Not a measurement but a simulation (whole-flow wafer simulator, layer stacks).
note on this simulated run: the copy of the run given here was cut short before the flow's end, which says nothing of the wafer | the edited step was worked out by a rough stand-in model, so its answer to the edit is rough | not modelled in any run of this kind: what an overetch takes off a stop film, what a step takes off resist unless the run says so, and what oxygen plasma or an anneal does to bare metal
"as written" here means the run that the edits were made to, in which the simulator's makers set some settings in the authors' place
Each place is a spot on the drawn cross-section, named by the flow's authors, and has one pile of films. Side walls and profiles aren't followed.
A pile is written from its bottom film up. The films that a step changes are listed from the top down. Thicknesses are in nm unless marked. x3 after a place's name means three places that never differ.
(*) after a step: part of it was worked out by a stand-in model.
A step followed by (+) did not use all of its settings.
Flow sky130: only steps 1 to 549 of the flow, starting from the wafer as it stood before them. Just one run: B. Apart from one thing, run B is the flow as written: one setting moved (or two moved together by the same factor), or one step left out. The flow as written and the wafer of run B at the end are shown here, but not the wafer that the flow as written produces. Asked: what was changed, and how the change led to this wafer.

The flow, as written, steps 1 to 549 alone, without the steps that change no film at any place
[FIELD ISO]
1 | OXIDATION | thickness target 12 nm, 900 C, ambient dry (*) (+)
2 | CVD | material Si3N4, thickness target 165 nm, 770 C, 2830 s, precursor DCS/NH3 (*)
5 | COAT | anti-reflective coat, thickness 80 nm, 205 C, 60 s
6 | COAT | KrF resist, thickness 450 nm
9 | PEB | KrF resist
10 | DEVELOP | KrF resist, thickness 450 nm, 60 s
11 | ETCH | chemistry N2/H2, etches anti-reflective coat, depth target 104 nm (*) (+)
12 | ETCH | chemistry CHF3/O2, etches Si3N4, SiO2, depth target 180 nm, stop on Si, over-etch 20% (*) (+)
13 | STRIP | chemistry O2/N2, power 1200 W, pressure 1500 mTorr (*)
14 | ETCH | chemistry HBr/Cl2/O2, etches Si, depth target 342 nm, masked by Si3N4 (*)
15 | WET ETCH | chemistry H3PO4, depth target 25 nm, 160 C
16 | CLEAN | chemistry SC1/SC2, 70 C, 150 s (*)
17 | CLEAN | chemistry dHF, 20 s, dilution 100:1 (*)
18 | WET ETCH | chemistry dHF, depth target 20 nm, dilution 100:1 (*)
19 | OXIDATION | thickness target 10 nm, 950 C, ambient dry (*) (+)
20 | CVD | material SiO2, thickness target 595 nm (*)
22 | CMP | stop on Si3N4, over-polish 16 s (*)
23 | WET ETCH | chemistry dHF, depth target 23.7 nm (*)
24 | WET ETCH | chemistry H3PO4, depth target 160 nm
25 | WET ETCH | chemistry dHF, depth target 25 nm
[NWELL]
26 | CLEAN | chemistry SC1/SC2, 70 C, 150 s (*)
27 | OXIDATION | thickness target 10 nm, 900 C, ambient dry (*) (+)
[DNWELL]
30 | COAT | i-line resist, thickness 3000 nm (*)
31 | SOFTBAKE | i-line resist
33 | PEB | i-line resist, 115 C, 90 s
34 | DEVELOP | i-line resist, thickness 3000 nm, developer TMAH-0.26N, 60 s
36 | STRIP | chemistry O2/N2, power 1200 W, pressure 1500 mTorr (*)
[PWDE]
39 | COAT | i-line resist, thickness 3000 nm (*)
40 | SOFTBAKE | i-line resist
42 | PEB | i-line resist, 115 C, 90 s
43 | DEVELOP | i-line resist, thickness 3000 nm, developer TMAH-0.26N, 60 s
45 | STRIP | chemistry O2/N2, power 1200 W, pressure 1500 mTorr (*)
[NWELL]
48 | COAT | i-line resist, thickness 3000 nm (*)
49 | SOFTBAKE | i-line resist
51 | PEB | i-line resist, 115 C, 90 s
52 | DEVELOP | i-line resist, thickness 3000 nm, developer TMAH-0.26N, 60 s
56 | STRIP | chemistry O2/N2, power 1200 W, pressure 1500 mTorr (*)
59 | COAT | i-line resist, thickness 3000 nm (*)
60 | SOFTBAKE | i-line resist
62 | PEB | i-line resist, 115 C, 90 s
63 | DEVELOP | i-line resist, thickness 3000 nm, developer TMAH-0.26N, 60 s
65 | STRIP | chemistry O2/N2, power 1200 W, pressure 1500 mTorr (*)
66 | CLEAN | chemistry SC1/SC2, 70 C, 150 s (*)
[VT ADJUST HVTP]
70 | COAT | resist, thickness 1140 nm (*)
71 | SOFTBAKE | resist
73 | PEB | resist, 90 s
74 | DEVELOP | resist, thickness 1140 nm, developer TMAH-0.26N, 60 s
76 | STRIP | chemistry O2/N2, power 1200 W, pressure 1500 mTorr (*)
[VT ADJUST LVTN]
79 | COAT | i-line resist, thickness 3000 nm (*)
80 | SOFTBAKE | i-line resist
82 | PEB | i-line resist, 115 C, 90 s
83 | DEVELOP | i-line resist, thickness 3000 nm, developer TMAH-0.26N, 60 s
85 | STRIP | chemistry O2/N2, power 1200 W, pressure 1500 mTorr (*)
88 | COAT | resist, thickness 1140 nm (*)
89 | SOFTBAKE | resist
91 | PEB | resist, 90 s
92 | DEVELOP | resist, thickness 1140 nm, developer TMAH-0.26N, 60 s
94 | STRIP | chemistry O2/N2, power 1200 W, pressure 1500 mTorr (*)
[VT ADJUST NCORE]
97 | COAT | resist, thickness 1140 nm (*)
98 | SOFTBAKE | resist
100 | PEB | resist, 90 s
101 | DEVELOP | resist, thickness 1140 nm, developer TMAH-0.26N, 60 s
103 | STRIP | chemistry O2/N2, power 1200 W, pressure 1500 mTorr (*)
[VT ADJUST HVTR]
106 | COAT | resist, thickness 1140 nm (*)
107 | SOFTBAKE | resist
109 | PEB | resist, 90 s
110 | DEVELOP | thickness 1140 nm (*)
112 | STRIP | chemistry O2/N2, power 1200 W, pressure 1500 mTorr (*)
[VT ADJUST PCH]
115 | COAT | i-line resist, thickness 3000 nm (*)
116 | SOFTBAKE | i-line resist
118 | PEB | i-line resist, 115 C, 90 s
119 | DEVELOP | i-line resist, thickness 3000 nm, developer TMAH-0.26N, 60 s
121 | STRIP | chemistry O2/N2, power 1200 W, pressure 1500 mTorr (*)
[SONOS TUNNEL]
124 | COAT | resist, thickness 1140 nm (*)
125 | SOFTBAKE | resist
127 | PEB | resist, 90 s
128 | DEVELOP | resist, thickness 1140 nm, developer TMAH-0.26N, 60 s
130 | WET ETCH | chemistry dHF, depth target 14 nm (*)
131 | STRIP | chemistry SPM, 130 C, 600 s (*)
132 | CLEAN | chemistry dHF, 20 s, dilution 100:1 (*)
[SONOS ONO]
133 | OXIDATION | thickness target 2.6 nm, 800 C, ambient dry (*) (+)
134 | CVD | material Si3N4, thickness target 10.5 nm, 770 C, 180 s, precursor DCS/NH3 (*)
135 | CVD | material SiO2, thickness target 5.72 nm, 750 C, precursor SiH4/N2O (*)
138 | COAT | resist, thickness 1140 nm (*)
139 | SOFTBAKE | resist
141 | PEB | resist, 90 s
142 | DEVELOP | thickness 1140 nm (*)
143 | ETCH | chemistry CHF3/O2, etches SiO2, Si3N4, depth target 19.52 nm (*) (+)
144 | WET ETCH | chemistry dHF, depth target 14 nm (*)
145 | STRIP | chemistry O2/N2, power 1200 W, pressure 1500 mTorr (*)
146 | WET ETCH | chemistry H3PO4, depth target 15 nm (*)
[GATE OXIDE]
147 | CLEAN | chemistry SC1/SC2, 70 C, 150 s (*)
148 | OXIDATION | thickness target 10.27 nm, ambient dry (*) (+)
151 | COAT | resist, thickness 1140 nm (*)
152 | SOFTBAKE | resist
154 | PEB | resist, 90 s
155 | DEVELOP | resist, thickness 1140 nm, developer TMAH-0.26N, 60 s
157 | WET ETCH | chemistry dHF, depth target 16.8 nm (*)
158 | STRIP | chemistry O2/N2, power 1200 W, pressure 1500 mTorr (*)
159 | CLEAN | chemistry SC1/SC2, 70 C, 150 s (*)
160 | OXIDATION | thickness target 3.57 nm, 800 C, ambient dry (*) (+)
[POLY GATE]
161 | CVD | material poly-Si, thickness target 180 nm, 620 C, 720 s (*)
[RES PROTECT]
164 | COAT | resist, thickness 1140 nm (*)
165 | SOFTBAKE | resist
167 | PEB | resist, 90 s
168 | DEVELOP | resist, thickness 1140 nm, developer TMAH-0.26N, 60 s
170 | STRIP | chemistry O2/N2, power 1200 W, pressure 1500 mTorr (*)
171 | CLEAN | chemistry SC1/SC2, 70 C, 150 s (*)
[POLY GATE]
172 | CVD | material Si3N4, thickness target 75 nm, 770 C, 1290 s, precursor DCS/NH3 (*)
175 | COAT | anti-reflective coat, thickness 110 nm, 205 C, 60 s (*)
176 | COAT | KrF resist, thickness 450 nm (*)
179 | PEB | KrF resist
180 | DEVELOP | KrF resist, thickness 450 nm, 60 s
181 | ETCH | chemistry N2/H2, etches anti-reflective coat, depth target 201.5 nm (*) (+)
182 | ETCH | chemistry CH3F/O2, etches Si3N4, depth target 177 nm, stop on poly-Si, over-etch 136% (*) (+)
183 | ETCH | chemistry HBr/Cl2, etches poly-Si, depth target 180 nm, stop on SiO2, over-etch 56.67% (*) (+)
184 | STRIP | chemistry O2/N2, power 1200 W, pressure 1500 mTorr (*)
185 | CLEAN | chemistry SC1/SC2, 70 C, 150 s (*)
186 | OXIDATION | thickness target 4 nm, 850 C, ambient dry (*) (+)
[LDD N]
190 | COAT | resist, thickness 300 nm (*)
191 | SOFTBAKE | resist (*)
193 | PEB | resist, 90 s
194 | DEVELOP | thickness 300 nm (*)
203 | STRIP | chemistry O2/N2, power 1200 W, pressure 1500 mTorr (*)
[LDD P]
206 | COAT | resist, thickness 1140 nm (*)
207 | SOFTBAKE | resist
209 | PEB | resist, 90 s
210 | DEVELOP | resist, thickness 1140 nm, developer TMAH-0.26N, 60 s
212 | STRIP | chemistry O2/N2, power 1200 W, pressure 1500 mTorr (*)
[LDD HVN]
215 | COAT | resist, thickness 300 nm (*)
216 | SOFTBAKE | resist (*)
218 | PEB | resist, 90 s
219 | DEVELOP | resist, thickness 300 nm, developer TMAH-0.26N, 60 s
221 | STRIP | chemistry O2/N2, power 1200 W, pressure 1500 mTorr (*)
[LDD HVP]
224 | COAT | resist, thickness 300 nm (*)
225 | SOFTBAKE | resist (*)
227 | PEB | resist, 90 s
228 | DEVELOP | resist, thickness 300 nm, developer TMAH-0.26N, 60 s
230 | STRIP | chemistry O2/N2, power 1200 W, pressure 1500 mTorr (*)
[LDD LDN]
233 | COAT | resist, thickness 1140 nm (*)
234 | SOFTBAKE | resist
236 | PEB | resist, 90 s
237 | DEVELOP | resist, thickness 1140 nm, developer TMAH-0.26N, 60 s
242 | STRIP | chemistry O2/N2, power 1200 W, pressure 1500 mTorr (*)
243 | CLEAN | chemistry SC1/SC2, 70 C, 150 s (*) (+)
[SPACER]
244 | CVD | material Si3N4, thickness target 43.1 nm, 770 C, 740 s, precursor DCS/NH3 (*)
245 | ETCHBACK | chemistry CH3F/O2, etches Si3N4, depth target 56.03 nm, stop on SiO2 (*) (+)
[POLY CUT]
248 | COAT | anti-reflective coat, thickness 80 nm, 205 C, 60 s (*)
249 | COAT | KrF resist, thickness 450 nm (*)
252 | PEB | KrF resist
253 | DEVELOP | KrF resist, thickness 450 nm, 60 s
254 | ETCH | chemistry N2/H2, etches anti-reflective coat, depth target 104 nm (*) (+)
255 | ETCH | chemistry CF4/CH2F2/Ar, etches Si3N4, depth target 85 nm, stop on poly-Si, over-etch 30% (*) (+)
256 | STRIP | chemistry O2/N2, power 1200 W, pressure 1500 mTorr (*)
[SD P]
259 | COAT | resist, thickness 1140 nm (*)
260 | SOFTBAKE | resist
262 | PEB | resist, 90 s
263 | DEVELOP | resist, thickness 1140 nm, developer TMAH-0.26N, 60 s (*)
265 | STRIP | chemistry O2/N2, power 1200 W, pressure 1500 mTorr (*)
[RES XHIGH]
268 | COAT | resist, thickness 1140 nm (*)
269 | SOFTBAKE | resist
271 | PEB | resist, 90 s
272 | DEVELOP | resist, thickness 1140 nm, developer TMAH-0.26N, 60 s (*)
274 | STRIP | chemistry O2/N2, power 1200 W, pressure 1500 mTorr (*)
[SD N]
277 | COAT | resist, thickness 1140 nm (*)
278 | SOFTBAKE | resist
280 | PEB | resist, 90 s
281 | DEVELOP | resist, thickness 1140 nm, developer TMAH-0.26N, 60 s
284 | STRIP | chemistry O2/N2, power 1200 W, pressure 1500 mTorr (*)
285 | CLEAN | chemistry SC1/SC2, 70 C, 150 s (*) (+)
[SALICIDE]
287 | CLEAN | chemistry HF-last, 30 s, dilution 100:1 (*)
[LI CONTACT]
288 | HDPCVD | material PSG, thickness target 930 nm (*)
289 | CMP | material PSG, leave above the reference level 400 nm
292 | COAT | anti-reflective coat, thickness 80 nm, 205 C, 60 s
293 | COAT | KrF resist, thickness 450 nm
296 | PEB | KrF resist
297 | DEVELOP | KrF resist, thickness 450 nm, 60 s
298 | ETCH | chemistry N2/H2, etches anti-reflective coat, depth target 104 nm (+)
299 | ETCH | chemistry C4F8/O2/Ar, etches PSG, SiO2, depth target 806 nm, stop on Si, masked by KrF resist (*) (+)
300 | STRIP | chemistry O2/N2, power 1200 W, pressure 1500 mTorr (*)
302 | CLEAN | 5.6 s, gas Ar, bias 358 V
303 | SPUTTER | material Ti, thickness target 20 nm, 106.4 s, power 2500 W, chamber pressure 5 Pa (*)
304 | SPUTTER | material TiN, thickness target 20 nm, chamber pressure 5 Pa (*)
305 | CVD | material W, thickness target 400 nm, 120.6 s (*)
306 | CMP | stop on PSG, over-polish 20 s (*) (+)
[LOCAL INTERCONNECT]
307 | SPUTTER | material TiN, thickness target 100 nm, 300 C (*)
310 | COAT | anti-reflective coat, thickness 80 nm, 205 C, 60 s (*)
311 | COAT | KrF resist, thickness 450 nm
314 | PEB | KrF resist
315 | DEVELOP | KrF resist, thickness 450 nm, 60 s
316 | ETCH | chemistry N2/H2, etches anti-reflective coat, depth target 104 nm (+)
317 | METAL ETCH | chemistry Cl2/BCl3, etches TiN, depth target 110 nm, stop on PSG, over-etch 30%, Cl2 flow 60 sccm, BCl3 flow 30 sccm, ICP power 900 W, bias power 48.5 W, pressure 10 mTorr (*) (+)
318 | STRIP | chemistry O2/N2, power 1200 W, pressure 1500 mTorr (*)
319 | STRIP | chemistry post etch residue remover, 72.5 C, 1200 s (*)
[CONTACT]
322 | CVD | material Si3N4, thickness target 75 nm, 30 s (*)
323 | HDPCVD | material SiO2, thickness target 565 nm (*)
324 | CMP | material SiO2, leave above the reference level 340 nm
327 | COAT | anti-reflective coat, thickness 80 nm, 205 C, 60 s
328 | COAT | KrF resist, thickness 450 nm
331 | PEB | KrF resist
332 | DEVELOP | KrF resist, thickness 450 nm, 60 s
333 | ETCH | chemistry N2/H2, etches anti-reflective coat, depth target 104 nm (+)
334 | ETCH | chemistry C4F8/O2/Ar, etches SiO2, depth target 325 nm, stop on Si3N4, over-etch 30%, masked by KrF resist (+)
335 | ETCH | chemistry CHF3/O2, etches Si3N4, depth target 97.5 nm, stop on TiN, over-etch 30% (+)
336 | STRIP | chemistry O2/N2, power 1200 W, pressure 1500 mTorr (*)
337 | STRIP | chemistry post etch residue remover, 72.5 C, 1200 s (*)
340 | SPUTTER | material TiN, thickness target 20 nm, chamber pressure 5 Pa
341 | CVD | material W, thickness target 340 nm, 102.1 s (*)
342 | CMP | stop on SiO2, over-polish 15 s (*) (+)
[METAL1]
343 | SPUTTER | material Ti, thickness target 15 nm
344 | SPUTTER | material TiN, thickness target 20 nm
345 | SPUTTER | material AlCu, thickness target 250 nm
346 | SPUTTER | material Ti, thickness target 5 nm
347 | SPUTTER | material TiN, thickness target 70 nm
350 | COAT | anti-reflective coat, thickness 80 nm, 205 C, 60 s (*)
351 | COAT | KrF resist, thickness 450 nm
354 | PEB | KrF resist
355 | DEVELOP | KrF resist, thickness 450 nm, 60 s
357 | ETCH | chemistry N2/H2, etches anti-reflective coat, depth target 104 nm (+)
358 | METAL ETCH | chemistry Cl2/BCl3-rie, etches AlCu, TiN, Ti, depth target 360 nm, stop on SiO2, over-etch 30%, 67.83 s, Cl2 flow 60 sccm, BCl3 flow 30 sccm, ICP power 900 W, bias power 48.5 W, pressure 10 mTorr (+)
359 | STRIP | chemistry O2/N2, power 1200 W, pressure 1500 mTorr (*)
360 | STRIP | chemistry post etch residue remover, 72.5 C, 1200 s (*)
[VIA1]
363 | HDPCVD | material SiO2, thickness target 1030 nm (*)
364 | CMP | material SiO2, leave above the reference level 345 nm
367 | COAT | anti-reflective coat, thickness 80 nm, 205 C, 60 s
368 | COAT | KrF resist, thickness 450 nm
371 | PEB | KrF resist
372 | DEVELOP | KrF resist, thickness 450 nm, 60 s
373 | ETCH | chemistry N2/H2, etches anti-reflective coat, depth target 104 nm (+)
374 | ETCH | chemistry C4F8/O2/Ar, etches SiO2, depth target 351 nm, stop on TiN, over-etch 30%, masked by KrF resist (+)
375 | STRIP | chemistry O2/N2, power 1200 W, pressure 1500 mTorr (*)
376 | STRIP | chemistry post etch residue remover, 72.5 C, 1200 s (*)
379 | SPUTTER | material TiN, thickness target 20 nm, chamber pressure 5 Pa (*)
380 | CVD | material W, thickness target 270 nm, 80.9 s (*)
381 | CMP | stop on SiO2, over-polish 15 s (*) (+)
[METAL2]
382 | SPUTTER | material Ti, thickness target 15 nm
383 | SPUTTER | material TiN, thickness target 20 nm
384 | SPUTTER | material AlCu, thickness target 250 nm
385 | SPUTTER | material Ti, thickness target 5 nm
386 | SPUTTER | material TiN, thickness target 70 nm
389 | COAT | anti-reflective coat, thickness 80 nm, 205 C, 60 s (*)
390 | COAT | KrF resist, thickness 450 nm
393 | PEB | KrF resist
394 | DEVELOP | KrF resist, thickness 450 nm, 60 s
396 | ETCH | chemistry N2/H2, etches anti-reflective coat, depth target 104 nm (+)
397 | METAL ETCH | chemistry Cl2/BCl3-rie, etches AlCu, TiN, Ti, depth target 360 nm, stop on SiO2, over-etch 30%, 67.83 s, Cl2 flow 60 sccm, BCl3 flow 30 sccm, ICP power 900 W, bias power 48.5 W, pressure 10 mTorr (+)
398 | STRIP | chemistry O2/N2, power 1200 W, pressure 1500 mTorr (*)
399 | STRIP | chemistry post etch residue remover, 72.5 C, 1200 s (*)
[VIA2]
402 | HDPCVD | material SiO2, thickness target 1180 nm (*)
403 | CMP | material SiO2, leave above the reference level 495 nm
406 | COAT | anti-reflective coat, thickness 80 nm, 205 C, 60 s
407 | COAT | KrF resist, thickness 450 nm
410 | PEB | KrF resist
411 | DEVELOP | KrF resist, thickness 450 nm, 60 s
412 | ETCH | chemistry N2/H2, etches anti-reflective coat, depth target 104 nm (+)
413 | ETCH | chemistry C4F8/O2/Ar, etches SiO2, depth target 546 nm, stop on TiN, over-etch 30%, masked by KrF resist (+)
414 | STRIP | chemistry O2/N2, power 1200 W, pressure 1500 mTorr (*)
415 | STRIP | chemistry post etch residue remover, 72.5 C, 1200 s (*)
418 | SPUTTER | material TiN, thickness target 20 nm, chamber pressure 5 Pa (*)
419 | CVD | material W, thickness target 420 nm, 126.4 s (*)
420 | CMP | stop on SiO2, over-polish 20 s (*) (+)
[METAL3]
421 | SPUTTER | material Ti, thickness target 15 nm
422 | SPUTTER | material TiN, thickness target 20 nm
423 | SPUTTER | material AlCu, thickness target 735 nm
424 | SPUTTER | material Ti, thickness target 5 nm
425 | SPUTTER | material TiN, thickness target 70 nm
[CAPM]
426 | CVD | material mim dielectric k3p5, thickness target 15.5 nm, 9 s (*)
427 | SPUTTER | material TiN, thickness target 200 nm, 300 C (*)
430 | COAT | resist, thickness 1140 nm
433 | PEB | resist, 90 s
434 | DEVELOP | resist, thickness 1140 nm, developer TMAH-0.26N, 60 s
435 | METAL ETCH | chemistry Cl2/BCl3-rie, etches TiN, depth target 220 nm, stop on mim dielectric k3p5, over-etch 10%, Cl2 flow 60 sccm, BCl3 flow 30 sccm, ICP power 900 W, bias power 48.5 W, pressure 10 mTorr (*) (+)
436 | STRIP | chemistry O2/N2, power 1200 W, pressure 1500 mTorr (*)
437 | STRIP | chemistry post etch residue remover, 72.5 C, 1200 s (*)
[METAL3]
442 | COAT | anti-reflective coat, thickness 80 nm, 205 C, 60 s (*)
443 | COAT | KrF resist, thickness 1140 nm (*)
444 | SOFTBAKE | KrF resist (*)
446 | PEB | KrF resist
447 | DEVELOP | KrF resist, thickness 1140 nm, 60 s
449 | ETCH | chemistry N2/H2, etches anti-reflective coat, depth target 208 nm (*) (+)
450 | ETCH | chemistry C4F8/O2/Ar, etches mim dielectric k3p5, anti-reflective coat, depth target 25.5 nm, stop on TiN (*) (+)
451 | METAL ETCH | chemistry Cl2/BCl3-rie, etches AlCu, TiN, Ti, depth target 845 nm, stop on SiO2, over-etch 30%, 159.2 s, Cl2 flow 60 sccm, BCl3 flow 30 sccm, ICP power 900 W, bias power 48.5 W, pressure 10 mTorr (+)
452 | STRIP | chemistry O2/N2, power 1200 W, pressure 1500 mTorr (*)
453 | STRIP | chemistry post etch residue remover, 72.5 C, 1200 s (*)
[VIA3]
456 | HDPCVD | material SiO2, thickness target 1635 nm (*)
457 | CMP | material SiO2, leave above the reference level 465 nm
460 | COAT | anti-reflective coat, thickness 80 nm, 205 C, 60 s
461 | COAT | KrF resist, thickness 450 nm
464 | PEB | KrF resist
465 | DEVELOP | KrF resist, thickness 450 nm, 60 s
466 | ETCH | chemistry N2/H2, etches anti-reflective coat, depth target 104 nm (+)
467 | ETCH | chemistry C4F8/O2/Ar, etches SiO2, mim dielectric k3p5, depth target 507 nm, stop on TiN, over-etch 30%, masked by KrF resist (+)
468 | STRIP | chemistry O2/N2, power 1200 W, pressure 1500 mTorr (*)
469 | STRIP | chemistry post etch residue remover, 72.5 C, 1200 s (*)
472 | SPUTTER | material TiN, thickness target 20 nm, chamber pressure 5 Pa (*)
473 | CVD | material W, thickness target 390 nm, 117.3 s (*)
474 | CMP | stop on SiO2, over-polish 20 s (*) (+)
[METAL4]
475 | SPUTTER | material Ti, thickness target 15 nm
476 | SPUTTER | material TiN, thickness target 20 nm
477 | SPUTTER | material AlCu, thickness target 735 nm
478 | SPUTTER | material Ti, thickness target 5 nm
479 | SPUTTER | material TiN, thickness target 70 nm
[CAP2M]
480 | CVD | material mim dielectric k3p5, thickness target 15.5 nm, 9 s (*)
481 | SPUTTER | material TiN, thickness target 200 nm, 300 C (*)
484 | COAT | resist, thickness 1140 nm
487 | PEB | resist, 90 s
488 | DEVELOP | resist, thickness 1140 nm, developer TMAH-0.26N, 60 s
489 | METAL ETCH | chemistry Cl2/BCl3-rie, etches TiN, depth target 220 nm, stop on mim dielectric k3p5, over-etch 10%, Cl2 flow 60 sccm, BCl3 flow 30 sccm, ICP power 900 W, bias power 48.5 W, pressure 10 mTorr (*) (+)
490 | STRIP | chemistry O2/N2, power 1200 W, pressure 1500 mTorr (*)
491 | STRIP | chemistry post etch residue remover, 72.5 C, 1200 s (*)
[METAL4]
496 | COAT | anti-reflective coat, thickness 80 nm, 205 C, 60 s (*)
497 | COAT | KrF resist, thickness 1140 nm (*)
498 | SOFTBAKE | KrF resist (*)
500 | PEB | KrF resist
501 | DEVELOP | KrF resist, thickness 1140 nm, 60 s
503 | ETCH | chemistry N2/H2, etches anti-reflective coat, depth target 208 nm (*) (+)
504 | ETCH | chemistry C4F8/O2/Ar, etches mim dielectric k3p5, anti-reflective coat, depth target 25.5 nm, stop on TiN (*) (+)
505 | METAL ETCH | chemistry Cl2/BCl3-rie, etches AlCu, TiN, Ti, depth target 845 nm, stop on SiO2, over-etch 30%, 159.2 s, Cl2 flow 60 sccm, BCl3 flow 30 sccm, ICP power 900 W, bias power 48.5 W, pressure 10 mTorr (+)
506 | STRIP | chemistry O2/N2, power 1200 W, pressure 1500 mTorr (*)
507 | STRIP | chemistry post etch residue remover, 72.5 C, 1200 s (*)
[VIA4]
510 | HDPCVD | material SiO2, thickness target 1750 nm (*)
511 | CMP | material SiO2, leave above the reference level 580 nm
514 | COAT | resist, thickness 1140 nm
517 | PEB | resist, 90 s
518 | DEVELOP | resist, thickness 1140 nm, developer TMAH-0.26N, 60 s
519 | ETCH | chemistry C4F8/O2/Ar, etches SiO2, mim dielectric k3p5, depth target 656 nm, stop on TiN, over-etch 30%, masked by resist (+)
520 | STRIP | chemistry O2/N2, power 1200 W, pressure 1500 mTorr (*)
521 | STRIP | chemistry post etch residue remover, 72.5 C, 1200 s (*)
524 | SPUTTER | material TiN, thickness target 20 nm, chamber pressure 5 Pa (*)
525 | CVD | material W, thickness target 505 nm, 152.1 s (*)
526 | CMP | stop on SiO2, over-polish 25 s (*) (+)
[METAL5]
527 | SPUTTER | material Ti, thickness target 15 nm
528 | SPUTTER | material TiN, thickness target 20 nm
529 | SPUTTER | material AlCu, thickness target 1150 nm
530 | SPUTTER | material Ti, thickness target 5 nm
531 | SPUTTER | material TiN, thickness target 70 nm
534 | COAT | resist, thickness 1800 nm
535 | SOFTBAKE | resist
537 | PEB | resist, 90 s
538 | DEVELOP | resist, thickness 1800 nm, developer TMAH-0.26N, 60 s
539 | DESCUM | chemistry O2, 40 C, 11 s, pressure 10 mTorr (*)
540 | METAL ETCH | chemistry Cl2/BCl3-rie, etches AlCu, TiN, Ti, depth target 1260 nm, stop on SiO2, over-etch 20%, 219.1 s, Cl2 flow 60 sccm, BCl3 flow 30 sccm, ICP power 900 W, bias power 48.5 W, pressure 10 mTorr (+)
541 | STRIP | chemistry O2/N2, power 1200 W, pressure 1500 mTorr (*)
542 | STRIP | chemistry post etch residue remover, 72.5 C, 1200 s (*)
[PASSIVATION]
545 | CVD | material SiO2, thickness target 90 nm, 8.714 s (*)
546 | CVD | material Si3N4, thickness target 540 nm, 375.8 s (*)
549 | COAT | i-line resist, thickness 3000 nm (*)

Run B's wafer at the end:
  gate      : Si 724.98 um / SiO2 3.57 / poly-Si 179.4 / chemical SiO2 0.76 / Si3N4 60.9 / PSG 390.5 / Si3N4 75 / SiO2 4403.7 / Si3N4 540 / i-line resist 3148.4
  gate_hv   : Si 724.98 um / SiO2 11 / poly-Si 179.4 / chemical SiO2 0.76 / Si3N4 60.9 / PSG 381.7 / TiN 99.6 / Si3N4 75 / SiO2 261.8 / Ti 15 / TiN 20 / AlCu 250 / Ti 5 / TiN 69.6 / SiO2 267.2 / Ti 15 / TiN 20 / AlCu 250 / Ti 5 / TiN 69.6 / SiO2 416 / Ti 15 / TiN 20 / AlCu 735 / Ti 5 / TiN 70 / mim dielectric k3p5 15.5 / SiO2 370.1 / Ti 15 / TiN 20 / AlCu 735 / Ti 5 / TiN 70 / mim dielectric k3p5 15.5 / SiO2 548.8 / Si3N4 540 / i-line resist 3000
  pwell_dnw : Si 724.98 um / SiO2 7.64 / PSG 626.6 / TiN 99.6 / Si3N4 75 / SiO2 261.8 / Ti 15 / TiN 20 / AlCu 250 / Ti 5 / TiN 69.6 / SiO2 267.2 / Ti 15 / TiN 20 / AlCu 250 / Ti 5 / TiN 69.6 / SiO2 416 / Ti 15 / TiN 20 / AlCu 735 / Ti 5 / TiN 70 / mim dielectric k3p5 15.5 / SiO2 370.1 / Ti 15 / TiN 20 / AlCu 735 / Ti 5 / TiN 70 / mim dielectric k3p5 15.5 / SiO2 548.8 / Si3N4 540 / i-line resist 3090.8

What caused this: step 287, CLEAN: 41.9 s was run, while the flow as written has 30 s.

Step by step, how the change led to this:
  287 | CLEAN | chemistry HF-last, 30 s, dilution 100:1 (*)
      field, mim, iso_guard and 62 more: -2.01 SiO2 (as written it would have been: -1.44 SiO2)
      active, p_well, sd_n and 38 more: -1.83 SiO2 (as written it would have been: -1.31 SiO2)
  299 | ETCH | chemistry C4F8/O2/Ar, etches PSG, SiO2, depth target 806 nm, stop on Si, masked by KrF resist (*) (+)
      contact, ndiff_licon, ndiff_licon_cpp: -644 PSG (all of it), -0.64 SiO2 (all of it) (as written it would have been: -643.6 PSG (all of it), -1.16 SiO2 (all of it))
